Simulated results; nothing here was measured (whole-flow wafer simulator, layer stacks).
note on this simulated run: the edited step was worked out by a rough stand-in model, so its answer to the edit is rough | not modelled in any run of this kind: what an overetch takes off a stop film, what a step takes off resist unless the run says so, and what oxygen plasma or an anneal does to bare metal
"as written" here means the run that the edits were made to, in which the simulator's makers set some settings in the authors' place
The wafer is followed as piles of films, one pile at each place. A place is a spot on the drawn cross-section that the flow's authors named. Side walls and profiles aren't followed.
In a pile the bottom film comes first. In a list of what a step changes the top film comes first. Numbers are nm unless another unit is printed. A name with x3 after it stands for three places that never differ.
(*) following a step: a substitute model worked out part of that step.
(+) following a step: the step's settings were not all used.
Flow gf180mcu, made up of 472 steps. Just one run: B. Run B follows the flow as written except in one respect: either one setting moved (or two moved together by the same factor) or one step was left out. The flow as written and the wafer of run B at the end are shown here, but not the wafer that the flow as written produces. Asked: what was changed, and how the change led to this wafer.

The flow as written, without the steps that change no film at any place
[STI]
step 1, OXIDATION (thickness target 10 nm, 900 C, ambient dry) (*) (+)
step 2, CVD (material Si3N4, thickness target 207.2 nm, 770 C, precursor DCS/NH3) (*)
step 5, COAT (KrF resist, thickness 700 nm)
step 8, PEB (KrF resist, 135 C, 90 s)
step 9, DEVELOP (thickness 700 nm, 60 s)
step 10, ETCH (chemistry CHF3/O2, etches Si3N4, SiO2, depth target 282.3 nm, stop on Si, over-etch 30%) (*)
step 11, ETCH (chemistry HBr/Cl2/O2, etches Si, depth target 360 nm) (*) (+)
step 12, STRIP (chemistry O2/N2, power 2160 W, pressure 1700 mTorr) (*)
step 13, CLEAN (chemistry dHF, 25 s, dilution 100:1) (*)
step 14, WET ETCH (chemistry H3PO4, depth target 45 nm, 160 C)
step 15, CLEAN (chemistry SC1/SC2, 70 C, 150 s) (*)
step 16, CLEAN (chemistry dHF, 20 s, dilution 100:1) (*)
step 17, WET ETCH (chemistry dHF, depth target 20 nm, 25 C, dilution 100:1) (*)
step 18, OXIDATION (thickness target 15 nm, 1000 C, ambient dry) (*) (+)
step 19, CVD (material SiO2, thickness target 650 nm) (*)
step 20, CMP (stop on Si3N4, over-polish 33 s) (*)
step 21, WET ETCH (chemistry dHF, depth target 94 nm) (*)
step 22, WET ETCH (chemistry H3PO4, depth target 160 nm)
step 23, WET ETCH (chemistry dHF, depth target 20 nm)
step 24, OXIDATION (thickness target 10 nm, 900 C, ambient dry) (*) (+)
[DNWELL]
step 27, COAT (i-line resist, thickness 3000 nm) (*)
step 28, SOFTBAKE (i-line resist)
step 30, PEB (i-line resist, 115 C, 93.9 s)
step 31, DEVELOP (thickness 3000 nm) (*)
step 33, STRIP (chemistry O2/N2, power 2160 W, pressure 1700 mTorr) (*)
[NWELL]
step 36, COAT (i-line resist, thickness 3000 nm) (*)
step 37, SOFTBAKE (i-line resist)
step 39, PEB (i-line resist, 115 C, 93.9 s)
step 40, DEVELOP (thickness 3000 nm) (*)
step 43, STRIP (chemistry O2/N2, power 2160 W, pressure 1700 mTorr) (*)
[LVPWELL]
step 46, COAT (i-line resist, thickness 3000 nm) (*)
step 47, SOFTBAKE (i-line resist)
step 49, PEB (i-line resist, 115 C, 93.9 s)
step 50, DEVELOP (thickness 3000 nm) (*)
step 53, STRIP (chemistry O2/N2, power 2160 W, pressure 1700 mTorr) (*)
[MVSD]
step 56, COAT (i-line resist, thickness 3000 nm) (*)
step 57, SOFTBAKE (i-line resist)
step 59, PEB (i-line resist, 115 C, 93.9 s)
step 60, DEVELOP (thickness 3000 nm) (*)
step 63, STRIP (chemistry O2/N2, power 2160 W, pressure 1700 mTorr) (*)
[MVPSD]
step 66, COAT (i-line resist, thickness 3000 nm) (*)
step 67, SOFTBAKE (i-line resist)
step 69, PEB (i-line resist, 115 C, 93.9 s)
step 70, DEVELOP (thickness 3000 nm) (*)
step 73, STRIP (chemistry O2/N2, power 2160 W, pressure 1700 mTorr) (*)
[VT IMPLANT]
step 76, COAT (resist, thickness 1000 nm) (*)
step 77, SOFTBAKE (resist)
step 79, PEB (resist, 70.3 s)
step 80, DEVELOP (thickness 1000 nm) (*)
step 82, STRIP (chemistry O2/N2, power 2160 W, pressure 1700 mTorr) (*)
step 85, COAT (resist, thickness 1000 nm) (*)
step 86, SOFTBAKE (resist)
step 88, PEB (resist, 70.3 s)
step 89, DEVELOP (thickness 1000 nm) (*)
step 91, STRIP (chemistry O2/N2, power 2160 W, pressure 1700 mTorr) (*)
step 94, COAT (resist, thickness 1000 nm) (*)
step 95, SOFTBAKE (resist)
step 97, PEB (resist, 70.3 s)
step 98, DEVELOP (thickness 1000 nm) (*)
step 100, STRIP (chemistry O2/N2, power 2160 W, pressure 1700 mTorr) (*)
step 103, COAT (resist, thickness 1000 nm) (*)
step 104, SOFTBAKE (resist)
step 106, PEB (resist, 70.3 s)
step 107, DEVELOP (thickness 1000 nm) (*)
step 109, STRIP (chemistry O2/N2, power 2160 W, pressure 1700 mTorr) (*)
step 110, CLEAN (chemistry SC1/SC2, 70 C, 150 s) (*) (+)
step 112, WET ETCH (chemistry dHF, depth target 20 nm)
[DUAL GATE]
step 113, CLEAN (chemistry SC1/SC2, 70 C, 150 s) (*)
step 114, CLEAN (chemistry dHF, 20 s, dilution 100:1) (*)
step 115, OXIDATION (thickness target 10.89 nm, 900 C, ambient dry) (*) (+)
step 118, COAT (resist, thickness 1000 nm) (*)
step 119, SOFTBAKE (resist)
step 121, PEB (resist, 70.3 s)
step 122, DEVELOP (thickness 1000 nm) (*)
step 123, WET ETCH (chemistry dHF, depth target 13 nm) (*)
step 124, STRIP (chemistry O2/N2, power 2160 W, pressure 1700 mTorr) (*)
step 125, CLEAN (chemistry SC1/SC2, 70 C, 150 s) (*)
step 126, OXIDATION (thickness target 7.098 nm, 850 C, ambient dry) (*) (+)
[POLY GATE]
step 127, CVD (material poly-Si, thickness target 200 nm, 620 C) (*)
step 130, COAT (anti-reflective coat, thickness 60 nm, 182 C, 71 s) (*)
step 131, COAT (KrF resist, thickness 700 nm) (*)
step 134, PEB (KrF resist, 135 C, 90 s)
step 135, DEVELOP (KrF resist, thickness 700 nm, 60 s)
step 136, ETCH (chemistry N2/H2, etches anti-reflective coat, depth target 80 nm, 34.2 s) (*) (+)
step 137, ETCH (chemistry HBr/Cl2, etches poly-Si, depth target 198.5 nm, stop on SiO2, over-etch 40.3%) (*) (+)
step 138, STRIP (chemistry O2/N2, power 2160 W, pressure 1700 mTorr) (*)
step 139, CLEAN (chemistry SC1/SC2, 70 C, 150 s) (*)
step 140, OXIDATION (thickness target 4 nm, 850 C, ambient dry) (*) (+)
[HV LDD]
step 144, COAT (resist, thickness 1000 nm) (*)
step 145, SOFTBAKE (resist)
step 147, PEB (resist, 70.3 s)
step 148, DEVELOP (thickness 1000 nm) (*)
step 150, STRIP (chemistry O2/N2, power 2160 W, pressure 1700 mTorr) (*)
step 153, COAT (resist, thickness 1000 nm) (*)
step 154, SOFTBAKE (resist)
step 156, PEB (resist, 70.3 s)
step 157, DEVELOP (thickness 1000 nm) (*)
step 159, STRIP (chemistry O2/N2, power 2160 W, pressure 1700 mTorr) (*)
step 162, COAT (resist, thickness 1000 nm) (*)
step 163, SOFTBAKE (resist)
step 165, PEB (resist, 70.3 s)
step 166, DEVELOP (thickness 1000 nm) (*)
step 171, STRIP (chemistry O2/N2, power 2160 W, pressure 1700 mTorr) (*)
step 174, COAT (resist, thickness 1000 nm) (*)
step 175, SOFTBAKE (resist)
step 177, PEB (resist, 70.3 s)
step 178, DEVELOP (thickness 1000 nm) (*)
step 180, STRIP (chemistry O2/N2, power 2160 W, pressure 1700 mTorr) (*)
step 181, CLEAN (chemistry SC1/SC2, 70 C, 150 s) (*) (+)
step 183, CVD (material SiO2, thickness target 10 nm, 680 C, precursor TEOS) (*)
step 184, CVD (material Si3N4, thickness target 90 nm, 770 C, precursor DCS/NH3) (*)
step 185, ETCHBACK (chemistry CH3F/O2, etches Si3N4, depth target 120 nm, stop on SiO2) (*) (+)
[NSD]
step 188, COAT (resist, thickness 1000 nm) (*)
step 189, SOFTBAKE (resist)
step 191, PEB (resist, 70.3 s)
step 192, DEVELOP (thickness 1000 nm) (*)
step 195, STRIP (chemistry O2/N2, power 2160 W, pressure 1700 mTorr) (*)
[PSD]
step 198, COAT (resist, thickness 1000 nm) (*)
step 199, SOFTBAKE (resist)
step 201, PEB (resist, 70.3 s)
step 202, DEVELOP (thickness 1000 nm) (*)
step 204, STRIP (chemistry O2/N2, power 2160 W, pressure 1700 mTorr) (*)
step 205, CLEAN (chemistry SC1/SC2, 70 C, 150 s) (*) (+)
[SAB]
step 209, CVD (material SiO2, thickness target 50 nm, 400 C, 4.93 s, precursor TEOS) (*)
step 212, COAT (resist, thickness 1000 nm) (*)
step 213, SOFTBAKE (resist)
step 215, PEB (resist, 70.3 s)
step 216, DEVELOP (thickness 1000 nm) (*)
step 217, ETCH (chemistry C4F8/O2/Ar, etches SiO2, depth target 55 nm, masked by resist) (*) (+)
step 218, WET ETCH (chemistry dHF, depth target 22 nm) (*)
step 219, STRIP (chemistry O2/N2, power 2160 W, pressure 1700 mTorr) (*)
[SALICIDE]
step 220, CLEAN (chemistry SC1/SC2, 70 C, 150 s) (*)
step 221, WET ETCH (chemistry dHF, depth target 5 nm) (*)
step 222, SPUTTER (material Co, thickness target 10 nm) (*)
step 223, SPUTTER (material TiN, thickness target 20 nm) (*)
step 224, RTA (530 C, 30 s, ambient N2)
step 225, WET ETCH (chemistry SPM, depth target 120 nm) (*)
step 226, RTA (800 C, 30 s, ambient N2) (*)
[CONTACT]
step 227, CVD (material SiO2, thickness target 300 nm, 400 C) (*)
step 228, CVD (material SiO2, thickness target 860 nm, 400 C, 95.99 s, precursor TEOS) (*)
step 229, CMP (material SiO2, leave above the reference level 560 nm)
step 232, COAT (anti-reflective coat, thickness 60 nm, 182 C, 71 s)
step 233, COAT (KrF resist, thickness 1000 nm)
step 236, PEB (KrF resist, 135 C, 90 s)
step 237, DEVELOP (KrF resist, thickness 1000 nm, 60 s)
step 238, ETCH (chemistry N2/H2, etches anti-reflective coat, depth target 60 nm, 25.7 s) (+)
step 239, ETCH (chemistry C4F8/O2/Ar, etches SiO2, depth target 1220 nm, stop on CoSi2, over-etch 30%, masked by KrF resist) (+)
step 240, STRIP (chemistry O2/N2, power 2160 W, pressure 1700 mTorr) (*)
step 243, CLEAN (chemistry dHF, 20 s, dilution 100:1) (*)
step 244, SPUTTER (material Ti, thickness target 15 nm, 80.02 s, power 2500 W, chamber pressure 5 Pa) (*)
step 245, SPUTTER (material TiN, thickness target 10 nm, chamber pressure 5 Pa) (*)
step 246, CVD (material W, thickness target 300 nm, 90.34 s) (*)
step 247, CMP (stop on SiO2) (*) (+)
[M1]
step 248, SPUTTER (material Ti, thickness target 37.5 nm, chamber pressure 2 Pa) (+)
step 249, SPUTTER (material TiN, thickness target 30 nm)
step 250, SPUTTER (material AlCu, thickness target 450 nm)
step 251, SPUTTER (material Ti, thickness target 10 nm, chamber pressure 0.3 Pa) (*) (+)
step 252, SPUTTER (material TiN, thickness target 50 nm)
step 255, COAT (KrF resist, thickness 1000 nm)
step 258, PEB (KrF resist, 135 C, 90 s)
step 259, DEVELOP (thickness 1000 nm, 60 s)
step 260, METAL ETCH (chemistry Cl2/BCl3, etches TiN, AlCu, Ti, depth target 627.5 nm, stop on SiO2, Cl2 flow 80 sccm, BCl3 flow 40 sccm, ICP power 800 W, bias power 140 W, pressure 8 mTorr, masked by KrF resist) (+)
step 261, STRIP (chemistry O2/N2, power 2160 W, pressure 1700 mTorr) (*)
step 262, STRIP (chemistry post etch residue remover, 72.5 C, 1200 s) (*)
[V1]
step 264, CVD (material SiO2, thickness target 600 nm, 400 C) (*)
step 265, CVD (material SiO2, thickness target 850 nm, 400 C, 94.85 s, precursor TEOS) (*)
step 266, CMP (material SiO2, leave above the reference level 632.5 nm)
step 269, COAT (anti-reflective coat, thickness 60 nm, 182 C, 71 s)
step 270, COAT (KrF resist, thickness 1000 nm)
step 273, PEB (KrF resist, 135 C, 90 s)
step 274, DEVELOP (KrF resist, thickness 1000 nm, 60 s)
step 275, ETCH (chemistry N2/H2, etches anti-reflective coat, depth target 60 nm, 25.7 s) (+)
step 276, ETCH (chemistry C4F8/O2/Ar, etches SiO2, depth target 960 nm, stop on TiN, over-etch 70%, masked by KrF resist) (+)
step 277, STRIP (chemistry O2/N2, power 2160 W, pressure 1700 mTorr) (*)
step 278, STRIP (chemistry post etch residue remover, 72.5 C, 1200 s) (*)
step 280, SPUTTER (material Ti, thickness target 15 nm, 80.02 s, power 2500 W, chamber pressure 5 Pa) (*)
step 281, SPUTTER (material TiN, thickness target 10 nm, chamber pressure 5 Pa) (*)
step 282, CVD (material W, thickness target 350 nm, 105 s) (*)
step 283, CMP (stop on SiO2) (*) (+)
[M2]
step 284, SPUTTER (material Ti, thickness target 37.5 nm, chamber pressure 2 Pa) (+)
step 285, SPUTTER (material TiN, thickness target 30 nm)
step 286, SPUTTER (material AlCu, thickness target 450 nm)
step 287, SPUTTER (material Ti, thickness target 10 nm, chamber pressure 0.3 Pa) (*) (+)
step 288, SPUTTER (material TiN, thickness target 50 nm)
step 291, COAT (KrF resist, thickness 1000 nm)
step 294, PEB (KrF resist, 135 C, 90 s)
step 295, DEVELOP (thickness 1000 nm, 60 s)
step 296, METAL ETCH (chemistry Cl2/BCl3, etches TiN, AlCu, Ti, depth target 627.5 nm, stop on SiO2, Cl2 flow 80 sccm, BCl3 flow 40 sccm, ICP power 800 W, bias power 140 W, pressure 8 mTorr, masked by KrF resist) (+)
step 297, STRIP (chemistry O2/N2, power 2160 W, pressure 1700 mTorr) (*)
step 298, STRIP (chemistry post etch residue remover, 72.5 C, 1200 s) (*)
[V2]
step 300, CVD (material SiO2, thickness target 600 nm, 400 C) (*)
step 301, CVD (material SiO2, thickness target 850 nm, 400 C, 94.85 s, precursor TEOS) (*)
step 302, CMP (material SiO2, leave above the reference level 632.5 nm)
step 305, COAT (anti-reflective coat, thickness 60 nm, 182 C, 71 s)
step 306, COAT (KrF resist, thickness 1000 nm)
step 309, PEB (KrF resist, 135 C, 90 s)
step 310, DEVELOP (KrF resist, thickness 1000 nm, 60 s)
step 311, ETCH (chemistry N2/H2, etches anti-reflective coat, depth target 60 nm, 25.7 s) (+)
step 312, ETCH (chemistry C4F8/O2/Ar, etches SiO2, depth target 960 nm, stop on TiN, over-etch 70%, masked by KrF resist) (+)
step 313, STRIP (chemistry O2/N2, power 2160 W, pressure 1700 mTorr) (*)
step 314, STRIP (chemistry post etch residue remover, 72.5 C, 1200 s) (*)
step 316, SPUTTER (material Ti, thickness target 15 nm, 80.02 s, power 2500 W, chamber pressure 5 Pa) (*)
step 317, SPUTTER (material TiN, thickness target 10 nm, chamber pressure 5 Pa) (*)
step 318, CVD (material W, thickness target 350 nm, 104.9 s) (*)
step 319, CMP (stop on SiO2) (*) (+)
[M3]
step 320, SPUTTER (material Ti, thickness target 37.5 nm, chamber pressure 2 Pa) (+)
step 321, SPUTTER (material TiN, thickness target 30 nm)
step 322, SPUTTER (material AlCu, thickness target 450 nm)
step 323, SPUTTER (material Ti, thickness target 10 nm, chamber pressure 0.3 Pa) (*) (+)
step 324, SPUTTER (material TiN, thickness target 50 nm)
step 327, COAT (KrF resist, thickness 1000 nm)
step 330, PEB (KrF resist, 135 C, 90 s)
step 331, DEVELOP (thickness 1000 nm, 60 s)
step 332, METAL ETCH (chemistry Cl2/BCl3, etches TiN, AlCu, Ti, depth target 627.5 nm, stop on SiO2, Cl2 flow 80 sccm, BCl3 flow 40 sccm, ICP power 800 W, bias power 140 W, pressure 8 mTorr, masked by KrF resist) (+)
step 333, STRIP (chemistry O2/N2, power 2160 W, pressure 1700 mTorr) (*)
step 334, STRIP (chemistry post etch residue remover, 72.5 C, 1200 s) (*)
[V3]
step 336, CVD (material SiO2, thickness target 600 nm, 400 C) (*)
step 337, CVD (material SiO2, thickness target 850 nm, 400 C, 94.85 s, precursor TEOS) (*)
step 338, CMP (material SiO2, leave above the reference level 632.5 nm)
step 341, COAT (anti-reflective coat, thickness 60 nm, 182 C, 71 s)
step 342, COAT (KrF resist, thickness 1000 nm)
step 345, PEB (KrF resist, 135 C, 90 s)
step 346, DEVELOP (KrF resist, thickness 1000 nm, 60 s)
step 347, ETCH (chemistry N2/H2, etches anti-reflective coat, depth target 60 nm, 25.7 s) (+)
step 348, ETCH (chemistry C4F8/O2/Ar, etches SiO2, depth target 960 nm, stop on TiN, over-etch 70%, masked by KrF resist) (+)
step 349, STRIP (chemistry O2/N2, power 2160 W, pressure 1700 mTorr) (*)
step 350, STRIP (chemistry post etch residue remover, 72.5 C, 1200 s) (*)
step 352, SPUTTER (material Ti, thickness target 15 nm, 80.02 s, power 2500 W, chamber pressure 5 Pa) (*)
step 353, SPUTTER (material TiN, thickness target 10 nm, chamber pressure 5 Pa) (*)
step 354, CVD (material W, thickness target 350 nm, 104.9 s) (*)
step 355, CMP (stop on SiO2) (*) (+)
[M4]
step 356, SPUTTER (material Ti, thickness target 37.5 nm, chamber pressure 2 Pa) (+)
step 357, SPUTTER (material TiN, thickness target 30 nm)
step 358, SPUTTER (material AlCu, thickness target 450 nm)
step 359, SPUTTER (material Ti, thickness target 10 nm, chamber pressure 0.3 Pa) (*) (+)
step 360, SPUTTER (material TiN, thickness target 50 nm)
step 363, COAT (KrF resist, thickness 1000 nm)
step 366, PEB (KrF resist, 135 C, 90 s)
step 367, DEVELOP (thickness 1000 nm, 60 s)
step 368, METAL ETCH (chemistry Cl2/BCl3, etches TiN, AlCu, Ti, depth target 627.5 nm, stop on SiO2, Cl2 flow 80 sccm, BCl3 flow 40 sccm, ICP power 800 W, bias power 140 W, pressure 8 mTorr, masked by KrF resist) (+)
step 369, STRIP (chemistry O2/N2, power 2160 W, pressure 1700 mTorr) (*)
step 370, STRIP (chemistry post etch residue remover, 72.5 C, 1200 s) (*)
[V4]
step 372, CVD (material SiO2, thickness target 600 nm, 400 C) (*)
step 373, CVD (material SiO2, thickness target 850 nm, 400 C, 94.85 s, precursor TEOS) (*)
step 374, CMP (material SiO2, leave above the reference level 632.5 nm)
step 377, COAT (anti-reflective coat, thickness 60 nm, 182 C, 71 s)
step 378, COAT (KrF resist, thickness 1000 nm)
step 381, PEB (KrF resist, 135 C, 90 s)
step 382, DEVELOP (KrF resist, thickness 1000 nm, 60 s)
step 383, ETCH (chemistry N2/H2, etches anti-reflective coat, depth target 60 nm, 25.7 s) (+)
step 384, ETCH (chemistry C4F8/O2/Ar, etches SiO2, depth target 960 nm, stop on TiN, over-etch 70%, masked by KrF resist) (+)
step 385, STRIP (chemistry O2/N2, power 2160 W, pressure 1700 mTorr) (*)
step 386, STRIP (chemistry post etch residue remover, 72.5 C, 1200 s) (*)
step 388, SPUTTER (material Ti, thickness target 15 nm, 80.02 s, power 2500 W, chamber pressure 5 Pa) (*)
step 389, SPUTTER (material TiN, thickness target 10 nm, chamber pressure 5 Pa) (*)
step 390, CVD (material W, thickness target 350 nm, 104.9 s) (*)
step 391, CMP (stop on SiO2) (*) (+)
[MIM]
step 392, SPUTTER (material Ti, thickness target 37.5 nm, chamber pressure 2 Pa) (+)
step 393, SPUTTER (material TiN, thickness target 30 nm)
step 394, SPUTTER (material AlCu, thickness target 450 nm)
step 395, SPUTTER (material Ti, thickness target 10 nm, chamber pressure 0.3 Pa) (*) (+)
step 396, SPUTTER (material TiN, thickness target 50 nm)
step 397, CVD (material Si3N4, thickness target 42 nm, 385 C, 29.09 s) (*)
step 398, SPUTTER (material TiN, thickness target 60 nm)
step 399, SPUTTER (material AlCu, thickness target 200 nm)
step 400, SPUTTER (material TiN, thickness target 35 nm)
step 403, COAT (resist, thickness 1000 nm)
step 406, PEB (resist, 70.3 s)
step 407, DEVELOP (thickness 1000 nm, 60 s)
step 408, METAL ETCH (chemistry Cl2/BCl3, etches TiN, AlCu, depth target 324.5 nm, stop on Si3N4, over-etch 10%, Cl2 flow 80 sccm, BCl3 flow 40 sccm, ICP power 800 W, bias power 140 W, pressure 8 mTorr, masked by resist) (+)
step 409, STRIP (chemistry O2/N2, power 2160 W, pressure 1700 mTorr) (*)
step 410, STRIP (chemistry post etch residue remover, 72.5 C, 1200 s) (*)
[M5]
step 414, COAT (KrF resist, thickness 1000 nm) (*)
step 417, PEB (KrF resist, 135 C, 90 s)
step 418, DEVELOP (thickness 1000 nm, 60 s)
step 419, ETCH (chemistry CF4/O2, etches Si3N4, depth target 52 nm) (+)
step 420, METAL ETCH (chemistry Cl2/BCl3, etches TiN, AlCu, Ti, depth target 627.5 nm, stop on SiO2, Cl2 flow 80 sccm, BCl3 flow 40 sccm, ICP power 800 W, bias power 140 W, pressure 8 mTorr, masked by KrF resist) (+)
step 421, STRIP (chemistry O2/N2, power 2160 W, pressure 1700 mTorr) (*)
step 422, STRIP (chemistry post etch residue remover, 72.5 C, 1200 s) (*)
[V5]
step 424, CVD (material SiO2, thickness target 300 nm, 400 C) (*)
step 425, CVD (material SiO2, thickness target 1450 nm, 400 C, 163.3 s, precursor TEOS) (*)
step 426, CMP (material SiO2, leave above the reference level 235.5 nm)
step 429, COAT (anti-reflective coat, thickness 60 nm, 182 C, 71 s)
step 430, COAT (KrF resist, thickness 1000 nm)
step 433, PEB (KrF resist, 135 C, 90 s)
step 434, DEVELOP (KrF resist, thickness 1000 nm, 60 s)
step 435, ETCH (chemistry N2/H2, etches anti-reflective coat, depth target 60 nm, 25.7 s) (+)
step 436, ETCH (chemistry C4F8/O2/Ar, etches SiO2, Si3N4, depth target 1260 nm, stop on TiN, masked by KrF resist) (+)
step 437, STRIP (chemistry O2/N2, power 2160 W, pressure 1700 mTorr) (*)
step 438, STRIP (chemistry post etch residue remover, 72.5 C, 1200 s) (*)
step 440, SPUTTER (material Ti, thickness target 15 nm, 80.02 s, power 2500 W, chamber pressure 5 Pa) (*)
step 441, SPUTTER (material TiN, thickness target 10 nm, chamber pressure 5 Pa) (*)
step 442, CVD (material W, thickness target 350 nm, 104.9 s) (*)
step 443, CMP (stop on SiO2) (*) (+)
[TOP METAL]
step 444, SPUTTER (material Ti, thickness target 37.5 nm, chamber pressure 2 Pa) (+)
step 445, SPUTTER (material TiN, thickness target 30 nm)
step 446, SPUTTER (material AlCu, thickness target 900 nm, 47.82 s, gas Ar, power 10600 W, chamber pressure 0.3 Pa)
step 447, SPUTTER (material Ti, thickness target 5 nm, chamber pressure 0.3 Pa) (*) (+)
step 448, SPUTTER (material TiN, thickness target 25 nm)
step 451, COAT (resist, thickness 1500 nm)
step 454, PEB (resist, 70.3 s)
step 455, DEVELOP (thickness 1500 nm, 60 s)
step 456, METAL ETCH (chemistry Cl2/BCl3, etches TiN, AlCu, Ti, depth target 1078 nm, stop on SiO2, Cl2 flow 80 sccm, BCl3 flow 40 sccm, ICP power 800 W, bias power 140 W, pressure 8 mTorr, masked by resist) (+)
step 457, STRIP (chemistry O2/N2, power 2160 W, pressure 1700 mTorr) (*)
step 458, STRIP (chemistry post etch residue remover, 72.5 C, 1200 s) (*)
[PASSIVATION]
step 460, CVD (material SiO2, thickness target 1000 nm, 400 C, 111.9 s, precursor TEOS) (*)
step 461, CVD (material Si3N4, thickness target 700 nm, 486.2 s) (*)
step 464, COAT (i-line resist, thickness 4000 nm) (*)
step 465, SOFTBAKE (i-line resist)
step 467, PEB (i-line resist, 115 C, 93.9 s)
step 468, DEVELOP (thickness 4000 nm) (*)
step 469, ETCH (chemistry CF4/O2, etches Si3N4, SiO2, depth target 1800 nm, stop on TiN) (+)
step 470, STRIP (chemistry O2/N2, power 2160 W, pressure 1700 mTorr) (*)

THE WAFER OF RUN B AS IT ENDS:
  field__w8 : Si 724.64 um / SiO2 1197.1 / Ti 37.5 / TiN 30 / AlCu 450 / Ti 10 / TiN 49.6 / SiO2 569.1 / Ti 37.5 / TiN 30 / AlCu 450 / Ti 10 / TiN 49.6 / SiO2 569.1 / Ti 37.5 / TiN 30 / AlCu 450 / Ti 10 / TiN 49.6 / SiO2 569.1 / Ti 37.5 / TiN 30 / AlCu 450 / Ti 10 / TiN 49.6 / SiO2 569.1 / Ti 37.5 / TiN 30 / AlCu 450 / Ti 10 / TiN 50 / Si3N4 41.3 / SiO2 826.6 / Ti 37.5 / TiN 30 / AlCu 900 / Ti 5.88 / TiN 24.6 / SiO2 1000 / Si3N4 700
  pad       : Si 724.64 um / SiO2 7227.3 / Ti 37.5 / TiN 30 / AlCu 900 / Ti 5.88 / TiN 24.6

The reason: step 447, SPUTTER: thickness target 5.88 nm was run, though the flow has thickness target 5 nm.
The wafer itself shows it: field__w8 has Ti 5.88, and step 447 as written asks for 5 nm.

The path from the change to this, step by step:
  step 447, SPUTTER (material Ti, thickness target 5 nm, chamber pressure 0.3 Pa) (*) (+)
      field, field__w1, field__w2 and 109 more: Ti gains 5.88 (new film) (in the flow as written it would be: Ti gains 5 (new film))
  step 456, METAL ETCH (chemistry Cl2/BCl3, etches TiN, AlCu, Ti, depth target 1078 nm, stop on SiO2, Cl2 flow 80 sccm, BCl3 flow 40 sccm, ICP power 800 W, bias power 140 W, pressure 8 mTorr, masked by resist) (+)
      field, field__w1, field__w2 and 103 more: TiN loses 25 (all of it), Ti loses 5.88 (all of it), AlCu loses 900 (all of it), TiN loses 30 (all of it), Ti loses 37.5 (all of it) (in the flow as written it would be: TiN loses 25 (all of it), Ti loses 5 (all of it), AlCu loses 900 (all of it), TiN loses 30 (all of it), Ti loses 37.5 (all of it))
